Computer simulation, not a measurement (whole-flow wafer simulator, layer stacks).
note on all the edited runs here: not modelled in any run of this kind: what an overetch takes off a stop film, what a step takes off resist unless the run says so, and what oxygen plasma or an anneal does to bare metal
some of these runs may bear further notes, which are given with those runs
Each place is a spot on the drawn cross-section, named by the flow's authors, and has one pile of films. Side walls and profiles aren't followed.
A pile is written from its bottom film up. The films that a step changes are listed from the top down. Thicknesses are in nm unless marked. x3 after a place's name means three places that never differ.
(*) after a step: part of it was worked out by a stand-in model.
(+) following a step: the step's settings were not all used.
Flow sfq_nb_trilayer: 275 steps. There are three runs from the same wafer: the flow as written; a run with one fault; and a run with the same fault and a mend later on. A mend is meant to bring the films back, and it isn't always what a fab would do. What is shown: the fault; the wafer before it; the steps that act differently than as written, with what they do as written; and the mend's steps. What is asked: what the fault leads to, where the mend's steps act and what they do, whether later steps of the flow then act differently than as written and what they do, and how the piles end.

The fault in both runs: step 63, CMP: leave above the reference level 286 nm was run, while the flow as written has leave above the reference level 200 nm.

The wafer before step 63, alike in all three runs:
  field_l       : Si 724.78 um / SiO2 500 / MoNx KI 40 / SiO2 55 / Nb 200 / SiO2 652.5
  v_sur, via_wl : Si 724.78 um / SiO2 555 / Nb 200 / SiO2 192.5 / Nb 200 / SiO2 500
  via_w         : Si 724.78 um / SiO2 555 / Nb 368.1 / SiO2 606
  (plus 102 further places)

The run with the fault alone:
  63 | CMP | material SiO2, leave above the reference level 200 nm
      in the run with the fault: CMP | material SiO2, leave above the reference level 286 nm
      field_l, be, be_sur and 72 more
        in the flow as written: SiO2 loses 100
        in the run with the fault: SiO2 loses 14
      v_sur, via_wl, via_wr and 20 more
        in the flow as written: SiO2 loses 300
        in the run with the fault: SiO2 loses 214
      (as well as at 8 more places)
  Steps later in the flow that act otherwise than as written (4 other steps are not shown; they differ only slightly, by no more than 2% or 0.5 nm, whichever is larger):
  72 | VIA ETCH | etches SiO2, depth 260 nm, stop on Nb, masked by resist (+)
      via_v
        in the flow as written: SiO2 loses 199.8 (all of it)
        in the run with the fault: SiO2 loses 260
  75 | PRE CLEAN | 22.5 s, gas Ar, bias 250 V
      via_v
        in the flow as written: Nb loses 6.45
        in the run with the fault: SiO2 loses 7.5
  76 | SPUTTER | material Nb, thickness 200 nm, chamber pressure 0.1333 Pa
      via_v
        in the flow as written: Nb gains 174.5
        in the run with the fault: Nb gains 163.1 (new film)
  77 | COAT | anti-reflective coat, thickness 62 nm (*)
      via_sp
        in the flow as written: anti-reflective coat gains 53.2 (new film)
        in the run with the fault: anti-reflective coat gains 51.9 (new film)
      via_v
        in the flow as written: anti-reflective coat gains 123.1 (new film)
        in the run with the fault: anti-reflective coat gains 136.1 (new film)
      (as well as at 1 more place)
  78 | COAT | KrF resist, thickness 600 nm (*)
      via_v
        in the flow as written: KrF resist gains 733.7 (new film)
        in the run with the fault: KrF resist gains 783.4 (new film)
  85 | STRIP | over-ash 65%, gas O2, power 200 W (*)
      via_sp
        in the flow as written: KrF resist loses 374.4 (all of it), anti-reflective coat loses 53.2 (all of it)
        in the run with the fault: KrF resist loses 370.4 (all of it), anti-reflective coat loses 51.9 (all of it)
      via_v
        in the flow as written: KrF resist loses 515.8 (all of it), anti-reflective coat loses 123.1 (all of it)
        in the run with the fault: KrF resist loses 565.3 (all of it), anti-reflective coat loses 136.1 (all of it)
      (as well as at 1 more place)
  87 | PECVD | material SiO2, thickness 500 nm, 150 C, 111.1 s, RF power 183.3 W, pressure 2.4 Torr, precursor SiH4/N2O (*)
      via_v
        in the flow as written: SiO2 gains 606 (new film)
        in the run with the fault: SiO2 gains 678.7 (new film)
  By the end, the piles at field_l, v_sur, via_wl and 103 more depart from the flow's by more than 2% or 0.5 nm, whichever is larger.
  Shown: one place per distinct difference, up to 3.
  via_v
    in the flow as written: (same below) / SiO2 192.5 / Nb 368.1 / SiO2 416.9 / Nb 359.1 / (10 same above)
    in the run with the fault: (same below) / SiO2 192.5 / Nb 200 / SiO2 18.3 / Nb 163.1 / SiO2 489.6 / Nb 359.1 / (10 same above)
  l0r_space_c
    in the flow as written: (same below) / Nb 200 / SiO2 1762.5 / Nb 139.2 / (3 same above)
    in the run with the fault: (same below) / Nb 200 / SiO2 1848.5 / Nb 139.2 / (3 same above)
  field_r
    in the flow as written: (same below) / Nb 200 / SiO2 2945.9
    in the run with the fault: (same below) / Nb 200 / SiO2 3031.9

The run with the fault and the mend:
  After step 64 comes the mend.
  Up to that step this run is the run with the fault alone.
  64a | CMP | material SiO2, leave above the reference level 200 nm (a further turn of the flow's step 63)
      field_l, v_sur, via_wl and 103 more
        SiO2 loses 86
  None of the later steps of the flow acts differently than as written at any place that is followed.
  By the end, the piles equal the flow's at every place that both follow.
